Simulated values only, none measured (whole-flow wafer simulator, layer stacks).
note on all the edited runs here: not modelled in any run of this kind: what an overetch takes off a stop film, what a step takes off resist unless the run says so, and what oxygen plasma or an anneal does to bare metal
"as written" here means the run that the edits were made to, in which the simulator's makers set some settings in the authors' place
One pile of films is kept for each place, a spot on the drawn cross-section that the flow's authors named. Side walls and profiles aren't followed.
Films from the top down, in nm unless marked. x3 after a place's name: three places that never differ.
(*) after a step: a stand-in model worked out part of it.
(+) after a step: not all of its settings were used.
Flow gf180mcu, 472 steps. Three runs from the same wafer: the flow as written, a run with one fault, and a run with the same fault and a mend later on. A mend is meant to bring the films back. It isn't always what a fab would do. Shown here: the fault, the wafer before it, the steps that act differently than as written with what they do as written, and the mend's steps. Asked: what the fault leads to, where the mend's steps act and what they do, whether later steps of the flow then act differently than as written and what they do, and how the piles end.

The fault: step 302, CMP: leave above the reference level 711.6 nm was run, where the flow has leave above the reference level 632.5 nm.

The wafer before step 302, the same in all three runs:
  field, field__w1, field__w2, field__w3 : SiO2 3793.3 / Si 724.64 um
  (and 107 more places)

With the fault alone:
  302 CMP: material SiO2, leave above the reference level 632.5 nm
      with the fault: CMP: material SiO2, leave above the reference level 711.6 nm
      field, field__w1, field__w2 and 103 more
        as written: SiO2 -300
        with the fault: SiO2 -220.9
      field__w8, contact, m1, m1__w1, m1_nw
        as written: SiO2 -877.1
        with the fault: SiO2 -798
  Later steps of the flow that act differently than as written (2 more steps differ only slightly, by at most 2% or 0.5 nm, whichever is larger, and aren't shown):
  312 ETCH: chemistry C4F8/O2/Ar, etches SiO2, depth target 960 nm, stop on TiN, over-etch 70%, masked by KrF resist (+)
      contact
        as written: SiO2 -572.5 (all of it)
        with the fault: SiO2 -651.6 (all of it)
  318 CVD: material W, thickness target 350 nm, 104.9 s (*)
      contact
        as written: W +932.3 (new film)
        with the fault: W +1012.1 (new film)
  At the end the piles differ from the flow's by more than 2% or 0.5 nm, whichever is larger, at field__w8, contact, m1, m1__w1, m1_nw.
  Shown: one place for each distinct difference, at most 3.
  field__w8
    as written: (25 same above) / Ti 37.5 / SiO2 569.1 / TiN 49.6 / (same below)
    with the fault: (25 same above) / Ti 37.5 / SiO2 648.2 / TiN 49.6 / (same below)
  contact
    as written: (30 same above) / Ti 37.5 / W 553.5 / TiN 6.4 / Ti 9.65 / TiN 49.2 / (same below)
    with the fault: (30 same above) / Ti 37.5 / W 633.3 / TiN 6.11 / Ti 9.22 / TiN 49.2 / (same below)

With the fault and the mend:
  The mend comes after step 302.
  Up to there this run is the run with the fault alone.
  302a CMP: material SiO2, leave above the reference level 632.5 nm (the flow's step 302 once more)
      field, field__w1, field__w2 and 108 more
        SiO2 -79.1
  No later step of the flow acts differently than as written at any place that is followed.
  At the end the piles are the same as the flow's at every place that both follow.
